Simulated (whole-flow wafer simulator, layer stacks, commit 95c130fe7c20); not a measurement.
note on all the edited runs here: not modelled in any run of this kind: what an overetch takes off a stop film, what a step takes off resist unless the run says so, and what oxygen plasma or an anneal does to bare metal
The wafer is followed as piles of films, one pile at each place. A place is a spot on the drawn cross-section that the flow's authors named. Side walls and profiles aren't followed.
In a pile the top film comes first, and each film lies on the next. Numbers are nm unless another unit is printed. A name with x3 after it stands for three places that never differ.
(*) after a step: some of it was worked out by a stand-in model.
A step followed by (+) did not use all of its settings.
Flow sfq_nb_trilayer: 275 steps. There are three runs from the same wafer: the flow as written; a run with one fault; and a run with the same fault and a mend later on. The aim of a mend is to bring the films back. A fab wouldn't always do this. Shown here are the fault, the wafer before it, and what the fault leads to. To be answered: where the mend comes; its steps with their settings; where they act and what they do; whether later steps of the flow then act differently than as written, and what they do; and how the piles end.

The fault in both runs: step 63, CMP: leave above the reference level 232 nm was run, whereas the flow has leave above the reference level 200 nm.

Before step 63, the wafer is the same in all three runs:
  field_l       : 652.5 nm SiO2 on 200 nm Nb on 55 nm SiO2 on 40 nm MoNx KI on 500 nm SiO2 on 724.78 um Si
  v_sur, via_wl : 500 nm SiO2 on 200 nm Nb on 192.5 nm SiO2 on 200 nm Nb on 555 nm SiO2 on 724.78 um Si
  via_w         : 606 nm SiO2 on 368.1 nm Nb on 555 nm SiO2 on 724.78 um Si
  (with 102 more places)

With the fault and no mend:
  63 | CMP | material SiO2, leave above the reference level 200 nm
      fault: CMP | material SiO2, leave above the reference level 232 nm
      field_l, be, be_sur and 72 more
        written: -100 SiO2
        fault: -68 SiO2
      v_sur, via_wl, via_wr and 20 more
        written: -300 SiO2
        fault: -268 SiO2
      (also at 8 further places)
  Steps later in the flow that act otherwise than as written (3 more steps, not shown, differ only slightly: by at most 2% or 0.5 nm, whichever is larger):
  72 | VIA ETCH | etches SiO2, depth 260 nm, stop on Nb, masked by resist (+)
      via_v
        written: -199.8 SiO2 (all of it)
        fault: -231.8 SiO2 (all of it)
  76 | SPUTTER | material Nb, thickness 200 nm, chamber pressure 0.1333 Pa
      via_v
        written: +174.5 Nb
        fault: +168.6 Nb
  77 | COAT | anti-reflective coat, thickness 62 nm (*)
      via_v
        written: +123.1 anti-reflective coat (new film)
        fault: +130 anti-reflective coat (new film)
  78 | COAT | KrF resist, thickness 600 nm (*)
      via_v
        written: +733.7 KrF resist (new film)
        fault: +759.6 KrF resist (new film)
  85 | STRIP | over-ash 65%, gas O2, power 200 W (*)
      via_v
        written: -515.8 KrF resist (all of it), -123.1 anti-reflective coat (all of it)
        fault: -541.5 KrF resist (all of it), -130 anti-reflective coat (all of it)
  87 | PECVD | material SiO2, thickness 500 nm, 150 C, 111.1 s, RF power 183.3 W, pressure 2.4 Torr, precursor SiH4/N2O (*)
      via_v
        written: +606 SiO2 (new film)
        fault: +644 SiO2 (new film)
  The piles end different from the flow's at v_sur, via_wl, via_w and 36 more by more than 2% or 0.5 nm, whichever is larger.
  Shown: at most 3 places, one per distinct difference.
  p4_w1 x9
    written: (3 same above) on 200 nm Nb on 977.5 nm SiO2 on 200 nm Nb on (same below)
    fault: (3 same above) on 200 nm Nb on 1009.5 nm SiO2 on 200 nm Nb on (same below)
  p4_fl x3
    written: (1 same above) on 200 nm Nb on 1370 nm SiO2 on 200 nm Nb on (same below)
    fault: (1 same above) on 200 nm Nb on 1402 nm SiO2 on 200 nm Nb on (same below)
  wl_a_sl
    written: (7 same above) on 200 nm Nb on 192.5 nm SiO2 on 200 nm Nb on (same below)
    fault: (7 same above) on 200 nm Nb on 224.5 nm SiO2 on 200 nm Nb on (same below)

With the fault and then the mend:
  The mend follows step 70.
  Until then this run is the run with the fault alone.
  70a | STRIP | over-ash 65%, gas O2, power 200 W (*)
      field_l, v_sur, via_wl and 102 more
        -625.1 KrF resist (all of it), -62 anti-reflective coat (all of it)
      via_v
        -62 anti-reflective coat (all of it)
  70b | CMP | material SiO2, leave above the reference level 200 nm (the flow's step 63, run once more)
      field_l, v_sur, via_wl and 103 more
        -32 SiO2
  70c | COAT | anti-reflective coat, thickness 62 nm (the flow's step 65, run once more)
      field_l, v_sur, via_wl and 103 more
        +62 anti-reflective coat (new film)
  70d | COAT | KrF resist, thickness 650 nm (the flow's step 66, run once more)
      field_l, v_sur, via_wl and 103 more
        +650 KrF resist (new film)
  70e | SOFTBAKE | KrF resist (the flow's step 67, run once more)
      does not change any film at any place that is followed
  70f | EXPOSE | photomask I1, dose 11.91 mJ/cm2, NA 0.6, wavelength 248 nm (*) (the flow's step 68, run once more)
      does not change any film at any place that is followed
  70g | PEB | KrF resist, 90 s (the flow's step 69, run once more)
      field_l, v_sur, via_wl and 103 more
        -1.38 KrF resist
  70h | DEVELOP | KrF resist, thickness 650 nm, 60 s (the flow's step 70, run once more)
      field_l, v_sur, via_wl and 102 more
        -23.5 KrF resist
      via_v
        -648.6 KrF resist (all of it)
  Later steps of the flow that are run all act as written at every place that is followed.
  At every place that both follow, the piles at the end match the flow's.
